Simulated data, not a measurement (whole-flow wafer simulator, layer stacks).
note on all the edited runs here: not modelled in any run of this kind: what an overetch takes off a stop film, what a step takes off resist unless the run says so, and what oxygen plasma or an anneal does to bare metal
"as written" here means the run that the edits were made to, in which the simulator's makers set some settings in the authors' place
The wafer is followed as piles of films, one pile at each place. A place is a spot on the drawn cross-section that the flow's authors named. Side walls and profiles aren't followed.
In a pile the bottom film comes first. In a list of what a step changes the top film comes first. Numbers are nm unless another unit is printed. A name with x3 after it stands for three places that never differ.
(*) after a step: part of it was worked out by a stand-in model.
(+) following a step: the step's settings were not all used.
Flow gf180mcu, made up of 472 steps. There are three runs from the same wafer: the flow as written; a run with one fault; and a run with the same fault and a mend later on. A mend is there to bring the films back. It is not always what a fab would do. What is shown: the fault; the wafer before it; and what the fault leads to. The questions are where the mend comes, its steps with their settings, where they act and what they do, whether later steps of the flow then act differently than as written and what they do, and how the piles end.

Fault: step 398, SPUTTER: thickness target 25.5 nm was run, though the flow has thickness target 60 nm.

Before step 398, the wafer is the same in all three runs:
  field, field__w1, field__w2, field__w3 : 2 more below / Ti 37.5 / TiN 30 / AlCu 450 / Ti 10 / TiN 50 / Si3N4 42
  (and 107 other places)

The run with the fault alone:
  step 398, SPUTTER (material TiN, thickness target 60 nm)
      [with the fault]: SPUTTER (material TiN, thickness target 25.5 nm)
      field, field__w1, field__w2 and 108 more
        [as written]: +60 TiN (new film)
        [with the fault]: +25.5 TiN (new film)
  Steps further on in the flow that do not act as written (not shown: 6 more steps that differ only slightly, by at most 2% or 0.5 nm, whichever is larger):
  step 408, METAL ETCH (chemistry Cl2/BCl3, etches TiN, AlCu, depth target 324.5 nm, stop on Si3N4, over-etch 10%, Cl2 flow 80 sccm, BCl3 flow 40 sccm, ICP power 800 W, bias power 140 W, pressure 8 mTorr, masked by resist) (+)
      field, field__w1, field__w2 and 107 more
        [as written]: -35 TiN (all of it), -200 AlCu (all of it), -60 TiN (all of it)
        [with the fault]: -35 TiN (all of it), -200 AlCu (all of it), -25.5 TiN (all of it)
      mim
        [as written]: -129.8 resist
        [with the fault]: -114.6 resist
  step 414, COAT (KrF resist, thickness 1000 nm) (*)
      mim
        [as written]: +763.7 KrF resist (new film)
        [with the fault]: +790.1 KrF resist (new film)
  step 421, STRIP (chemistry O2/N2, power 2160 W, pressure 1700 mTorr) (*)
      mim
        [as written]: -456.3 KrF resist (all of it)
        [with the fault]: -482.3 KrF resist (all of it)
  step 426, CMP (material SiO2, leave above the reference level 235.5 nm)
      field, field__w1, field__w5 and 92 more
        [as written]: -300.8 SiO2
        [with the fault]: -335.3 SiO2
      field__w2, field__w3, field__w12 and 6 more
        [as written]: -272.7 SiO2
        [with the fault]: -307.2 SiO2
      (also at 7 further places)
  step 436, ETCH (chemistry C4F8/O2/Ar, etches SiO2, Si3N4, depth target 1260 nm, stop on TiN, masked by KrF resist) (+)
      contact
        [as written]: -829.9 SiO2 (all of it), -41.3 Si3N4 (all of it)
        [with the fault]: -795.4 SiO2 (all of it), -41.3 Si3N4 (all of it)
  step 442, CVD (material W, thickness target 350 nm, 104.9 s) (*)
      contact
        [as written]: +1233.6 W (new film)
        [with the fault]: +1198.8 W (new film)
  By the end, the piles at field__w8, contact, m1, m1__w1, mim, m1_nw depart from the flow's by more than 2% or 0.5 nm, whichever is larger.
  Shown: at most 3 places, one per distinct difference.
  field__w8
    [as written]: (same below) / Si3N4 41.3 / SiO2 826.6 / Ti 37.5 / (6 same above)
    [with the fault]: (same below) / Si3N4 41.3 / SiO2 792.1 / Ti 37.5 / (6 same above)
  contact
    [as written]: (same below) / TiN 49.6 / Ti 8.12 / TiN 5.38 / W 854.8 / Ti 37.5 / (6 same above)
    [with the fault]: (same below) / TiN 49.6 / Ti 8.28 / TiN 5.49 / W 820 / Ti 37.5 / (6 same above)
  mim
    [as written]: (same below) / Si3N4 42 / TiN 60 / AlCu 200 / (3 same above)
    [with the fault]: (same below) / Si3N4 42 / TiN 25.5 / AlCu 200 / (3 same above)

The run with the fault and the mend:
  The mend follows step 398.
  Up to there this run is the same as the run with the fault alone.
  step 398a, SPUTTER (material TiN, thickness target 34.5 nm) (the flow's step 398 again, with other settings)
      field, field__w1, field__w2 and 108 more
        +34.5 TiN
  None of the later steps of the flow acts differently than as written at any place that is followed.
  At every place that both follow, the piles at the end match the flow's.
